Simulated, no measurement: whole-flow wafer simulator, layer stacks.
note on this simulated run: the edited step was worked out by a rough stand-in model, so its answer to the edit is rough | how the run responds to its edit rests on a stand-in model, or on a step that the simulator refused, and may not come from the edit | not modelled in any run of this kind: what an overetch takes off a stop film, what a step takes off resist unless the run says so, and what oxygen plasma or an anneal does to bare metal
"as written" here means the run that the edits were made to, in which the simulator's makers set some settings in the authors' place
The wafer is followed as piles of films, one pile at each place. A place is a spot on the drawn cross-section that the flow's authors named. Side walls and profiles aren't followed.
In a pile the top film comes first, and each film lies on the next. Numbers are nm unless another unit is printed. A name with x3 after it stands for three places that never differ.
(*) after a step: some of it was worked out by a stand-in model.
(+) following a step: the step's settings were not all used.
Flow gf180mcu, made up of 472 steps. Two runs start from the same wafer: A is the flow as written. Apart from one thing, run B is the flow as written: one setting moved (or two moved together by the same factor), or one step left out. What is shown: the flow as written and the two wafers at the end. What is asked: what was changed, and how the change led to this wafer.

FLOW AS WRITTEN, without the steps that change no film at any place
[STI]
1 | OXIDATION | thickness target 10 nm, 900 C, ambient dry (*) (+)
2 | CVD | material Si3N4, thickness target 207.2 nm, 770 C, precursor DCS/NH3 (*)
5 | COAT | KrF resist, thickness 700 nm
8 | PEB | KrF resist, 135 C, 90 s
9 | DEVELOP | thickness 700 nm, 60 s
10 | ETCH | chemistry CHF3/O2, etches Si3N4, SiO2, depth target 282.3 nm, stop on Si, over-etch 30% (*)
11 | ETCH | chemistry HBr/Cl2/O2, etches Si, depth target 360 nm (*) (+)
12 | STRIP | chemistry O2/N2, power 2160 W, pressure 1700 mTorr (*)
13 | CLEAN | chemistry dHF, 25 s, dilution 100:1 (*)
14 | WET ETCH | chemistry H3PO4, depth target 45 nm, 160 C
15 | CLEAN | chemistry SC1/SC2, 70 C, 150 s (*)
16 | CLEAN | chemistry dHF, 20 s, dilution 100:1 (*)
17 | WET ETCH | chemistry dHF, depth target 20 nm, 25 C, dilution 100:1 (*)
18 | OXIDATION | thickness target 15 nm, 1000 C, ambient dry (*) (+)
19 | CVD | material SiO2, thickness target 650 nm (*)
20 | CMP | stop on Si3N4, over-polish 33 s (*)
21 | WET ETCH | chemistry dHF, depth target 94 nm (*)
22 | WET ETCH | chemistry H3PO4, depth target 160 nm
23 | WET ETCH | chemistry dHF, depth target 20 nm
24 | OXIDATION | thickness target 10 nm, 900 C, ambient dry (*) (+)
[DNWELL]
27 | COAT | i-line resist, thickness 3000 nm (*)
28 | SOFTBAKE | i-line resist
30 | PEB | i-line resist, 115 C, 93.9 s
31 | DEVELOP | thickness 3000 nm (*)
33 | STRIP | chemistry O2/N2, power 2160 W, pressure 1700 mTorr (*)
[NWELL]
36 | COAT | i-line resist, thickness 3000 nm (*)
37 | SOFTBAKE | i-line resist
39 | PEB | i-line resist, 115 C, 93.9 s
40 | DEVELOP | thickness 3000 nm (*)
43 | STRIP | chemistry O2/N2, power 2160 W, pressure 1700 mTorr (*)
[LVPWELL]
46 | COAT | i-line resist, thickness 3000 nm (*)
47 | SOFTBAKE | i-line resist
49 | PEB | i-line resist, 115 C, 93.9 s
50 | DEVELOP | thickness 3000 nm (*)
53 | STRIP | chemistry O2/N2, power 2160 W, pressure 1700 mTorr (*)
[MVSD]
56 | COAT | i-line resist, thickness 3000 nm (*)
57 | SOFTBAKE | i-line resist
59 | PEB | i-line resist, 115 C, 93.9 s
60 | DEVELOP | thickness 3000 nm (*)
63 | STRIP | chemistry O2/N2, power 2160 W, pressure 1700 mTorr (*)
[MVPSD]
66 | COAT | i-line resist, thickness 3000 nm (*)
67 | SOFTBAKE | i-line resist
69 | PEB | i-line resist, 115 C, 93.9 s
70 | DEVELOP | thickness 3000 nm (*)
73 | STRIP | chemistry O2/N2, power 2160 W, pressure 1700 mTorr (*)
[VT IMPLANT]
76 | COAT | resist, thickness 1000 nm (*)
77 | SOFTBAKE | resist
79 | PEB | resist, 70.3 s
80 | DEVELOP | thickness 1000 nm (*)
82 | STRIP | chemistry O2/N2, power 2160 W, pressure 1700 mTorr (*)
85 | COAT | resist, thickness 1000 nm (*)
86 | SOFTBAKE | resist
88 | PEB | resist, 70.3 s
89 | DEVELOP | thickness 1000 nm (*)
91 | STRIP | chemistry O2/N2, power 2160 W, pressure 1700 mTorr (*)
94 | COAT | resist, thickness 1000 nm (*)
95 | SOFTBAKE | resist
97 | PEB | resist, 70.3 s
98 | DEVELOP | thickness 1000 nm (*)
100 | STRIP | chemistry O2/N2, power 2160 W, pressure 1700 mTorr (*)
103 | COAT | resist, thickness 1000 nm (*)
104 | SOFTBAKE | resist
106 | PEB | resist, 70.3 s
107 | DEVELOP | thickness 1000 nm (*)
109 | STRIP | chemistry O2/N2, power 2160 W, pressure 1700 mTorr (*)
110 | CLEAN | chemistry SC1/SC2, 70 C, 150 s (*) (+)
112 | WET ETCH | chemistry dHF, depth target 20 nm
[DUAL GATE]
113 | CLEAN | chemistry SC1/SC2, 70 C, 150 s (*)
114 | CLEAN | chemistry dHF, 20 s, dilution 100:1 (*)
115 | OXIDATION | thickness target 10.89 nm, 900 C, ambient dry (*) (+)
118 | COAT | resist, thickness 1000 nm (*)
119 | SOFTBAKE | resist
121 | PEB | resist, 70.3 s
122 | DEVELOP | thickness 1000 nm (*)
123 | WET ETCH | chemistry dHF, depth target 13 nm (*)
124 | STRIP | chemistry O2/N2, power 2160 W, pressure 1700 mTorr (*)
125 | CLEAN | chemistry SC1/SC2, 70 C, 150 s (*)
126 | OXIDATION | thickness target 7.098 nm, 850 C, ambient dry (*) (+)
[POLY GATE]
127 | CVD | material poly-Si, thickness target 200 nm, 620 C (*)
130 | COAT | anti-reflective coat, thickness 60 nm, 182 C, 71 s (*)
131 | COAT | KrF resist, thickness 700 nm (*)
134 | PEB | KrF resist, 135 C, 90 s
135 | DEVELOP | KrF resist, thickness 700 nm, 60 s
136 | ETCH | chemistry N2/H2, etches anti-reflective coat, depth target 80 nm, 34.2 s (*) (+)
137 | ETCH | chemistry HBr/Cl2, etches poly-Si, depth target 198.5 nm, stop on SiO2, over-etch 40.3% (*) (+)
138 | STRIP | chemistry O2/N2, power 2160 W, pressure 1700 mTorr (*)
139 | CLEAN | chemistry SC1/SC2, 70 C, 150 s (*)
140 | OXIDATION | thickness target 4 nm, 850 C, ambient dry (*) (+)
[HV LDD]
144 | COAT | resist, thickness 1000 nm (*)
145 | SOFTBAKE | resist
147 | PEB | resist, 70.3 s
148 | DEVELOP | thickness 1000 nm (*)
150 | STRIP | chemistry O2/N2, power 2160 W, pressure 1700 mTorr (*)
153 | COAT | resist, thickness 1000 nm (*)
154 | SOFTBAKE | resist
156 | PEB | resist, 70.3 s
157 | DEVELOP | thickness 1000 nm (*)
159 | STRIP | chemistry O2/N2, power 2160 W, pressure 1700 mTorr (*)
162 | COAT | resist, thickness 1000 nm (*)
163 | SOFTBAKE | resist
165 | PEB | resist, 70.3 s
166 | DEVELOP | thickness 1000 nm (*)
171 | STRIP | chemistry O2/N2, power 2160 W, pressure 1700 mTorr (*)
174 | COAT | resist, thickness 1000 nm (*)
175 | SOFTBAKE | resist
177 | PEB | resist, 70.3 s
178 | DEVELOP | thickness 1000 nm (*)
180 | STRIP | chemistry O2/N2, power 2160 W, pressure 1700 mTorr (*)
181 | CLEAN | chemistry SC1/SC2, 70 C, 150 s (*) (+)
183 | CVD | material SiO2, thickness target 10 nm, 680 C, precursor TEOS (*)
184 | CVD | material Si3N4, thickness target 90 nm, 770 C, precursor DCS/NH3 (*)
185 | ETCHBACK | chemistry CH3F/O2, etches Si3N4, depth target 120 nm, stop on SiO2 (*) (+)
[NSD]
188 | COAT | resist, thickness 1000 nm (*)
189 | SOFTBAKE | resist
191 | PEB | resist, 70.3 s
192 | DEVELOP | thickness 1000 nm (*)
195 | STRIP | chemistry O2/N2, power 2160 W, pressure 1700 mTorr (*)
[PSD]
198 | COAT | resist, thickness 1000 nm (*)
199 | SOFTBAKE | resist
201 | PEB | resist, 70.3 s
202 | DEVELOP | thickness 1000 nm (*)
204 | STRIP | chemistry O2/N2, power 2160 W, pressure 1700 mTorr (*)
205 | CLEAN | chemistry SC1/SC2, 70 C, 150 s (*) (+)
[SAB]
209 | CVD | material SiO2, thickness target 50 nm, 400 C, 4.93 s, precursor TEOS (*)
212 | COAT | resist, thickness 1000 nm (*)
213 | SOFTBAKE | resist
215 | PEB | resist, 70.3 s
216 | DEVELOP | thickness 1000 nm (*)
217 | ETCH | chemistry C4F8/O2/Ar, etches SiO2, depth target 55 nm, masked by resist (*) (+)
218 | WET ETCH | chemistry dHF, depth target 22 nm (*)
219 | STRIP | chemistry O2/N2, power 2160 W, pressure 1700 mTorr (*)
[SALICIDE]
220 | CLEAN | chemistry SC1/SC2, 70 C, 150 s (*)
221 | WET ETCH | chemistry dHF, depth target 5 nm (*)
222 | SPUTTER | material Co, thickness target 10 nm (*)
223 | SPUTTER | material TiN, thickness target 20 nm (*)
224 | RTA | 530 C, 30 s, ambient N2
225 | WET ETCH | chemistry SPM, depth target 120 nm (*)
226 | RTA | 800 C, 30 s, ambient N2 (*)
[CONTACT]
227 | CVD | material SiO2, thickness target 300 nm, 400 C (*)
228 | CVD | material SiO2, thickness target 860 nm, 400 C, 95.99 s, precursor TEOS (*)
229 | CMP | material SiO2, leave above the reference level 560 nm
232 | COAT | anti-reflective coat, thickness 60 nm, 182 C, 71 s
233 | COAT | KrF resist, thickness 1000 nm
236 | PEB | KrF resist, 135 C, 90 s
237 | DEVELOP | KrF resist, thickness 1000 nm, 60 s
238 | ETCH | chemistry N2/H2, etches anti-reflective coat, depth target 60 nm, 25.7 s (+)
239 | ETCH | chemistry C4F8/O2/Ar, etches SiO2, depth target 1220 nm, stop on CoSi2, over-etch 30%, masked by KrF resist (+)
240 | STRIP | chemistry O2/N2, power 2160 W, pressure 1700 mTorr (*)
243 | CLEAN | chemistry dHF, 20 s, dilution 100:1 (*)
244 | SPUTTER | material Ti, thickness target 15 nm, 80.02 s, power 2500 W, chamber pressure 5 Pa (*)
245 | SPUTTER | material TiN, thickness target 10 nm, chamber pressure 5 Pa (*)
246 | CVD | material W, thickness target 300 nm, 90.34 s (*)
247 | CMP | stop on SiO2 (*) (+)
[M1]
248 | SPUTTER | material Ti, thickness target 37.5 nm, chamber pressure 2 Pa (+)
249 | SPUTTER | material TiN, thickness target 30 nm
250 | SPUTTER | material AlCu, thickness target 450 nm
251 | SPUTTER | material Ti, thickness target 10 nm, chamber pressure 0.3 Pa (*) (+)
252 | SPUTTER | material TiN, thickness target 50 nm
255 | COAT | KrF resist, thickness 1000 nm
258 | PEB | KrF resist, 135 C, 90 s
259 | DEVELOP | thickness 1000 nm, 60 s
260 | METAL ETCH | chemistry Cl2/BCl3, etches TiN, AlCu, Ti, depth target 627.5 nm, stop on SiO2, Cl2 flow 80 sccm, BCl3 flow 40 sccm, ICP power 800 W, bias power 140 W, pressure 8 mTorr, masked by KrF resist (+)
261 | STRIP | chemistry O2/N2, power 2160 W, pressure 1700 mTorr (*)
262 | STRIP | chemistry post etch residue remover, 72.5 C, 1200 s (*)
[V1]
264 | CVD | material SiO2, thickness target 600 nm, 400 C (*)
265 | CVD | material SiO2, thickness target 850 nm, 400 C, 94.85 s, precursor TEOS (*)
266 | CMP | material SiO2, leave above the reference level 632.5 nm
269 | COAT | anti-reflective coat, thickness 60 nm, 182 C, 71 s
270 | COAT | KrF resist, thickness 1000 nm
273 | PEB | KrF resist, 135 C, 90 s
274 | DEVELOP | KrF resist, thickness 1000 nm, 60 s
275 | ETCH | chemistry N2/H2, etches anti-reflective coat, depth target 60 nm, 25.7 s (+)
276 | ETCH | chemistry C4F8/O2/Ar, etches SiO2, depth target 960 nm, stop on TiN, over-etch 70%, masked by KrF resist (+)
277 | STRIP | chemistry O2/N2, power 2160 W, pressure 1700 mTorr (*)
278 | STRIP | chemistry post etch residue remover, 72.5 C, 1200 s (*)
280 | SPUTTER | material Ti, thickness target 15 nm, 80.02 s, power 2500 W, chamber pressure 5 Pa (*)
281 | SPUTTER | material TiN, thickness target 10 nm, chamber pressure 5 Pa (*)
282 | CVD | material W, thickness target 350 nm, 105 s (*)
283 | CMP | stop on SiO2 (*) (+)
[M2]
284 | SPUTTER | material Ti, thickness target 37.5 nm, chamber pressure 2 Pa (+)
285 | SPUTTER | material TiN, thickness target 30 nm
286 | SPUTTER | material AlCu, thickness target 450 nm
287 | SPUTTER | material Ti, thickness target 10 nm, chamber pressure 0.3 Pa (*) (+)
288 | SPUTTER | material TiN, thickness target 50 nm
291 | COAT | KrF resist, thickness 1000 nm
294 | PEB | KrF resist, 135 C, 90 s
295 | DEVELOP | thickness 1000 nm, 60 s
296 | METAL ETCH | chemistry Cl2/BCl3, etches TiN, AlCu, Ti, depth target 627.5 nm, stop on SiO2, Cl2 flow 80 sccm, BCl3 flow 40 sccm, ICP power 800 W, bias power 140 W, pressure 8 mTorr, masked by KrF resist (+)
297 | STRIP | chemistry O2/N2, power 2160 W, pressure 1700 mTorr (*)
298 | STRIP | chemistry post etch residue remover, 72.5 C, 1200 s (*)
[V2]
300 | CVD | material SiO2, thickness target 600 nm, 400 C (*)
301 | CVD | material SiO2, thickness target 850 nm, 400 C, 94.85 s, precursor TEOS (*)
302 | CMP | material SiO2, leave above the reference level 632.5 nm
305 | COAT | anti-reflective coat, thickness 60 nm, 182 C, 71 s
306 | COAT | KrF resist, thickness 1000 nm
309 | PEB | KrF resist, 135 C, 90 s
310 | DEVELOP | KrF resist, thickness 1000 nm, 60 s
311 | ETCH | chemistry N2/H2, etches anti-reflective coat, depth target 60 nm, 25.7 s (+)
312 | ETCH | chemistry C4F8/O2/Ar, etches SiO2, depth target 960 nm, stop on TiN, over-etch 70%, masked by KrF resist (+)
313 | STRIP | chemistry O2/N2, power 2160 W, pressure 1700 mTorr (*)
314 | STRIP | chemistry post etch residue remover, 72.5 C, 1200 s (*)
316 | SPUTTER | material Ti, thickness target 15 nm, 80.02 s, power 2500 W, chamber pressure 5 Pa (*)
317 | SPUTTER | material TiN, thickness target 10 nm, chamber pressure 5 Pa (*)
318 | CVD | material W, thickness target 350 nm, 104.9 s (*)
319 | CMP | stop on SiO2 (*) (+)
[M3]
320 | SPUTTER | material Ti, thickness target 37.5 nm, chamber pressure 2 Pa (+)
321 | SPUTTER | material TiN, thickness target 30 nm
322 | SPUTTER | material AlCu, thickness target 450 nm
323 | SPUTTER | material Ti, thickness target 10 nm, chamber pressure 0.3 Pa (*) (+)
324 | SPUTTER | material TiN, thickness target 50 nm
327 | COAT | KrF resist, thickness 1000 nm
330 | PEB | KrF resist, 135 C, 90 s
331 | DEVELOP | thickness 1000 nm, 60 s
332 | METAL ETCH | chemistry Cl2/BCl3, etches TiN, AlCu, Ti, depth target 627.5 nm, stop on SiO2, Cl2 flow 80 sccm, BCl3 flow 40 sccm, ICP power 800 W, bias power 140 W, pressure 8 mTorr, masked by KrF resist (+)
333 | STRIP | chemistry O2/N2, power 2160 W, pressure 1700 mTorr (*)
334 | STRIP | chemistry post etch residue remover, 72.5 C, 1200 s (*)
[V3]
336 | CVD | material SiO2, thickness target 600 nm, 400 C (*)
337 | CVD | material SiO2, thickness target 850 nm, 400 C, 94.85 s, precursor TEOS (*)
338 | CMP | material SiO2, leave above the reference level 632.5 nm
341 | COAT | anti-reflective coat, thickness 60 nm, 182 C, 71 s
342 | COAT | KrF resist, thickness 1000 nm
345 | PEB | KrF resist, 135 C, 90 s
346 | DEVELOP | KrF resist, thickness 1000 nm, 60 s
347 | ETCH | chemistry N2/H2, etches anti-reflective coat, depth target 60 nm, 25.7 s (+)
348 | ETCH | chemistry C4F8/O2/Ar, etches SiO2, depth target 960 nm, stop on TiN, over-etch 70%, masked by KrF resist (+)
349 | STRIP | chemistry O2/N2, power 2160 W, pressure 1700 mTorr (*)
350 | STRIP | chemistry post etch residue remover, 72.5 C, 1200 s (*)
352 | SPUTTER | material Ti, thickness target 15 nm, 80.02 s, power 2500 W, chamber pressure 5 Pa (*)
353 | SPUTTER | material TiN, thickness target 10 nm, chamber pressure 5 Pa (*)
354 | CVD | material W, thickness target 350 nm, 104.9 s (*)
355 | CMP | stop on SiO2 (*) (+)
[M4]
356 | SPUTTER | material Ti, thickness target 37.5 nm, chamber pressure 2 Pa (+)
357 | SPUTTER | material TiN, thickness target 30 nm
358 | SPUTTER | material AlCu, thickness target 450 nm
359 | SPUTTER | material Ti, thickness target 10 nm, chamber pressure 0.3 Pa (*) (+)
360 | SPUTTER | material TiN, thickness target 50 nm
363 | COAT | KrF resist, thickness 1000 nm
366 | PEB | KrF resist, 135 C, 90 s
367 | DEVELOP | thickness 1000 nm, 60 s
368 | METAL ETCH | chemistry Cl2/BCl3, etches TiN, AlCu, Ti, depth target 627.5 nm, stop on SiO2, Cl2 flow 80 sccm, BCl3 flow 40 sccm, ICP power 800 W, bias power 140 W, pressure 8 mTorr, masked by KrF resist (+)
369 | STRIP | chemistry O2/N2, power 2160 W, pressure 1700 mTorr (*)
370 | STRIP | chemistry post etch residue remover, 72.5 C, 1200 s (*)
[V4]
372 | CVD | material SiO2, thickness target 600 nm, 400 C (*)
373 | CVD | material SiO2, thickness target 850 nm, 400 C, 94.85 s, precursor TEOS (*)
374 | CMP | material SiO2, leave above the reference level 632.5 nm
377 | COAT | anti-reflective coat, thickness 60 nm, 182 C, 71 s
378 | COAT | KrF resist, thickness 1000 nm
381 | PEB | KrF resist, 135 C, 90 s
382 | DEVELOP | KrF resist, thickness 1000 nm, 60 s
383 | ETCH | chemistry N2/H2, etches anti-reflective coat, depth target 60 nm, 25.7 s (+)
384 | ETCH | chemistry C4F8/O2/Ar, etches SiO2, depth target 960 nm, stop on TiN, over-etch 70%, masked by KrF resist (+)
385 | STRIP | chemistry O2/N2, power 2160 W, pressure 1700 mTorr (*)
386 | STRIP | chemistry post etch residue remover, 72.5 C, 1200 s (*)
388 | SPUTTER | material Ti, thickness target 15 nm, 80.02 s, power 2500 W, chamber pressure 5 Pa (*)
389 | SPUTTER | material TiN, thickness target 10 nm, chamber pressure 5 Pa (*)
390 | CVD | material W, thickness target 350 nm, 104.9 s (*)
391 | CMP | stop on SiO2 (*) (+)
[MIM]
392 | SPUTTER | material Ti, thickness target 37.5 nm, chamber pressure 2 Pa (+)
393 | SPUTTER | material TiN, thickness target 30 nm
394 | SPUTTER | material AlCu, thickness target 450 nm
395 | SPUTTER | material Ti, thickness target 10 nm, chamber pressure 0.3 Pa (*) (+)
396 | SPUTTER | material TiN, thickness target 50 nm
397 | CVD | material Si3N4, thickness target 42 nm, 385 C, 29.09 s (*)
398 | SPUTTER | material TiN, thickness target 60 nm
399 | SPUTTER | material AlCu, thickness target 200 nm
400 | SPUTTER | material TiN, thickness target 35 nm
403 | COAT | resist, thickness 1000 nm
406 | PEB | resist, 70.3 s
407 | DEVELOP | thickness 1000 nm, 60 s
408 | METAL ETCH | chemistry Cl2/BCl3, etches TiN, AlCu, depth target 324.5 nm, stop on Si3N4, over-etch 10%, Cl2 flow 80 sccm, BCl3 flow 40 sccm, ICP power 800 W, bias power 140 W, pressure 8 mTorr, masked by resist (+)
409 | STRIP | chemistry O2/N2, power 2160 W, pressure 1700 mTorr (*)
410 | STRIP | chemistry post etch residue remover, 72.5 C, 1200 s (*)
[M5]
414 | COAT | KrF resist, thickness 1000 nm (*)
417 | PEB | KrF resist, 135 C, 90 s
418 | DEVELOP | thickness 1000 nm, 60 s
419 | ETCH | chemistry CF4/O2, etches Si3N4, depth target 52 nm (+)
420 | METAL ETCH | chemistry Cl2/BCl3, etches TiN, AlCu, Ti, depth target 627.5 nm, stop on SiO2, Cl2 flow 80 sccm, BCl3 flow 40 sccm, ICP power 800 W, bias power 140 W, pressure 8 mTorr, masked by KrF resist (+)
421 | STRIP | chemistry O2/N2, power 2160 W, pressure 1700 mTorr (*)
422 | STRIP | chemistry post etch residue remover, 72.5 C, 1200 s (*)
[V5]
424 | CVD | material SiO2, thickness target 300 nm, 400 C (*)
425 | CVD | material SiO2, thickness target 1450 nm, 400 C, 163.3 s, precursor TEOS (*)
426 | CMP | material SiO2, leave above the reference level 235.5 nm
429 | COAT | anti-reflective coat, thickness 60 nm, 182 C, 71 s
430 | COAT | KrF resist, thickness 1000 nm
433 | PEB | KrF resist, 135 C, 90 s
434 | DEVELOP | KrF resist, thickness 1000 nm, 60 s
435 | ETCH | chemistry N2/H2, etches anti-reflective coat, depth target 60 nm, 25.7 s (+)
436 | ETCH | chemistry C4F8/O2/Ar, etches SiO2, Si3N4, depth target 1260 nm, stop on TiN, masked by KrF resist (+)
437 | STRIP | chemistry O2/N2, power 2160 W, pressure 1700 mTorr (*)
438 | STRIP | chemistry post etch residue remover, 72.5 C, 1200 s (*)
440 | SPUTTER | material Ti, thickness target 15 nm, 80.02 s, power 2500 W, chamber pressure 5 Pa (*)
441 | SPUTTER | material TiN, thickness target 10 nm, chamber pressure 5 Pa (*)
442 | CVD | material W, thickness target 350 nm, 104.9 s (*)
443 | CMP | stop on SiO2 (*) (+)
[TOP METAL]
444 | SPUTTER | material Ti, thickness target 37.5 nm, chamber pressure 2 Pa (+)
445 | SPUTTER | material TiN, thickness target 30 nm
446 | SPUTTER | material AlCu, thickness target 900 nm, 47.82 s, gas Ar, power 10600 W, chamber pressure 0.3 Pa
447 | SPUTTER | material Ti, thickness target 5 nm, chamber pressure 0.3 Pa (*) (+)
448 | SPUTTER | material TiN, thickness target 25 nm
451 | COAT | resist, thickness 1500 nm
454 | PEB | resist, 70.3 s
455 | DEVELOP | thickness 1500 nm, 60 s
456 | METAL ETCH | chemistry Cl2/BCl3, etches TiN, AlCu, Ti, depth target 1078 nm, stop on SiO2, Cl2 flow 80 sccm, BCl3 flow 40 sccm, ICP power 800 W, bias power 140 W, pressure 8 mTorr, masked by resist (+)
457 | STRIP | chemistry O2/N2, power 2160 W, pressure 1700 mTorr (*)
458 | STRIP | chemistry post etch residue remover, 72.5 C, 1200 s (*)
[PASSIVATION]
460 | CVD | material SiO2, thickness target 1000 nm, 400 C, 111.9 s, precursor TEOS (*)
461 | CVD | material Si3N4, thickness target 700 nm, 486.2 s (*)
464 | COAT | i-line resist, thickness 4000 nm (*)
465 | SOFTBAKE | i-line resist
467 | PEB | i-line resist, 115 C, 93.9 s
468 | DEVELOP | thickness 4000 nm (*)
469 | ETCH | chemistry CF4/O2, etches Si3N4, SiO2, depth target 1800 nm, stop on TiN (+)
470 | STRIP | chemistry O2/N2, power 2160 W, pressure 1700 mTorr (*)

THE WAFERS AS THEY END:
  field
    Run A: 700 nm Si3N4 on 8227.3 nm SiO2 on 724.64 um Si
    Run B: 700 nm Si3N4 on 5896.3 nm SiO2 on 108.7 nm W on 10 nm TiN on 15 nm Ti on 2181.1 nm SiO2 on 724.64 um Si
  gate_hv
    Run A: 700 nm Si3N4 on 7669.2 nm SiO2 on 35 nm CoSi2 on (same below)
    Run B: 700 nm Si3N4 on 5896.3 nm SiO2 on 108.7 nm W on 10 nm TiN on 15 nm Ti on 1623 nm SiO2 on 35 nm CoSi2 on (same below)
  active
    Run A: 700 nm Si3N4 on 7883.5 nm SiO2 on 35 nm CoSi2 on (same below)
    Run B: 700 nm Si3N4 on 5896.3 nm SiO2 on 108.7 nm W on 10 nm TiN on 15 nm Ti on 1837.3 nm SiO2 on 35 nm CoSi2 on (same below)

Cause: step 265, CVD: thickness target 374 nm was run, while the flow as written has thickness target 850 nm; step 265, CVD: 41.73 s was run, where the flow has 94.85 s.

Step by step, how the change led to this:
  265 | CVD | material SiO2, thickness target 850 nm, 400 C, 94.85 s, precursor TEOS (*)
      field, field__w1, field__w2 and 108 more: A +850 SiO2 | B +384 SiO2
  266 | CMP | material SiO2, leave above the reference level 632.5 nm
      field, field__w1, field__w2 and 99 more: A -300 SiO2 | B nothing
      field__w8, contact, m1 and 6 more: A -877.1 SiO2 | B -411.1 SiO2
  269 | COAT | anti-reflective coat, thickness 60 nm, 182 C, 71 s
      field: A +60 anti-reflective coat (new film) | B +132.5 anti-reflective coat (new film)
      field__w1: A +60 anti-reflective coat (new film) | B +89.2 anti-reflective coat (new film)
      (as well as at 20 more places)
  270 | COAT | KrF resist, thickness 1000 nm
      field: A +1000 KrF resist (new film) | B +970.3 KrF resist (new film)
      field__w1: A +1000 KrF resist (new film) | B +973.7 KrF resist (new film)
      (as well as at 11 more places)
  273 | PEB | KrF resist, 135 C, 90 s
      n_well: A -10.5 KrF resist | B -9.69 KrF resist
      contact: A -10.5 KrF resist | B -9.14 KrF resist
      (as well as at 4 more places)
  274 | DEVELOP | KrF resist, thickness 1000 nm, 60 s
      contact: A -989.5 KrF resist (all of it) | B -901.3 KrF resist (all of it)
  275 | ETCH | chemistry N2/H2, etches anti-reflective coat, depth target 60 nm, 25.7 s (+)
      contact: A -60 anti-reflective coat (all of it), -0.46 SiO2 | B -20.4 anti-reflective coat (all of it), -1.48 SiO2
  277 | STRIP | chemistry O2/N2, power 2160 W, pressure 1700 mTorr (*)
      field: A -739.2 KrF resist (all of it), -60 anti-reflective coat (all of it) | B -709.8 KrF resist (all of it), -132.5 anti-reflective coat (all of it)
      field__w1: A -739.2 KrF resist (all of it), -60 anti-reflective coat (all of it) | B -713.2 KrF resist (all of it), -89.2 anti-reflective coat (all of it)
      (as well as at 19 more places)
  280 | SPUTTER | material Ti, thickness target 15 nm, 80.02 s, power 2500 W, chamber pressure 5 Pa (*)
      contact: A +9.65 Ti (new film) | B +10.7 Ti (new film)
  281 | SPUTTER | material TiN, thickness target 10 nm, chamber pressure 5 Pa (*)
      contact: A +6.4 TiN (new film) | B +7.08 TiN (new film)
  282 | CVD | material W, thickness target 350 nm, 105 s (*)
      contact: A +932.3 W (new film) | B +764.6 W (new film)
  283 | CMP | stop on SiO2 (*) (+)
      field, field__w1, field__w2 and 99 more: A -350 W (all of it), -10 TiN (all of it), -15 Ti (all of it), -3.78 SiO2 | B -229 W
      field__w8, m1, m1__w1, polyc_n, polyc_n_rim, polyc_p, polyc_p_rim, m1_nw: A -350 W (all of it), -10 TiN (all of it), -15 Ti (all of it), -3.78 SiO2 | B -350 W (all of it), -10 TiN (all of it), -15 Ti (all of it), -20 SiO2
      (as well as at 1 more place)
  296 | METAL ETCH | chemistry Cl2/BCl3, etches TiN, AlCu, Ti, depth target 627.5 nm, stop on SiO2, Cl2 flow 80 sccm, BCl3 flow 40 sccm, ICP power 800 W, bias power 140 W, pressure 8 mTorr, masked by KrF resist (+)
      field, field__w1, field__w2 and 99 more: A -50 TiN (all of it), -10 Ti (all of it), -450 AlCu (all of it), -30 TiN (all of it), -37.5 Ti (all of it) | B -50 TiN (all of it), -10 Ti (all of it), -450 AlCu (all of it), -30 TiN (all of it), -37.5 Ti (all of it), -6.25 W
  298 | STRIP | chemistry post etch residue remover, 72.5 C, 1200 s (*)
      field, field__w1, field__w2 and 99 more: A nothing | B -6.01 W
  300 | CVD | material SiO2, thickness target 600 nm, 400 C (*)
      field, field__w1, field__w2 and 99 more: A +600 SiO2 | B +600 SiO2 (new film)
  302 | CMP | material SiO2, leave above the reference level 632.5 nm
      field, field__w1, field__w2 and 99 more: A -300 SiO2 | B -287.7 SiO2
With metal films that touch counted as one body, field has 1 body; the flow as written gives 0 bodies.
With metal films that touch counted as one body, gate_hv has 2 bodies (between them, from the top down: SiO2 1623); the flow as written gives 1 body.
With metal films that touch counted as one body, active has 2 bodies (between them, from the top down: SiO2 1837.3); the flow as written gives 1 body.
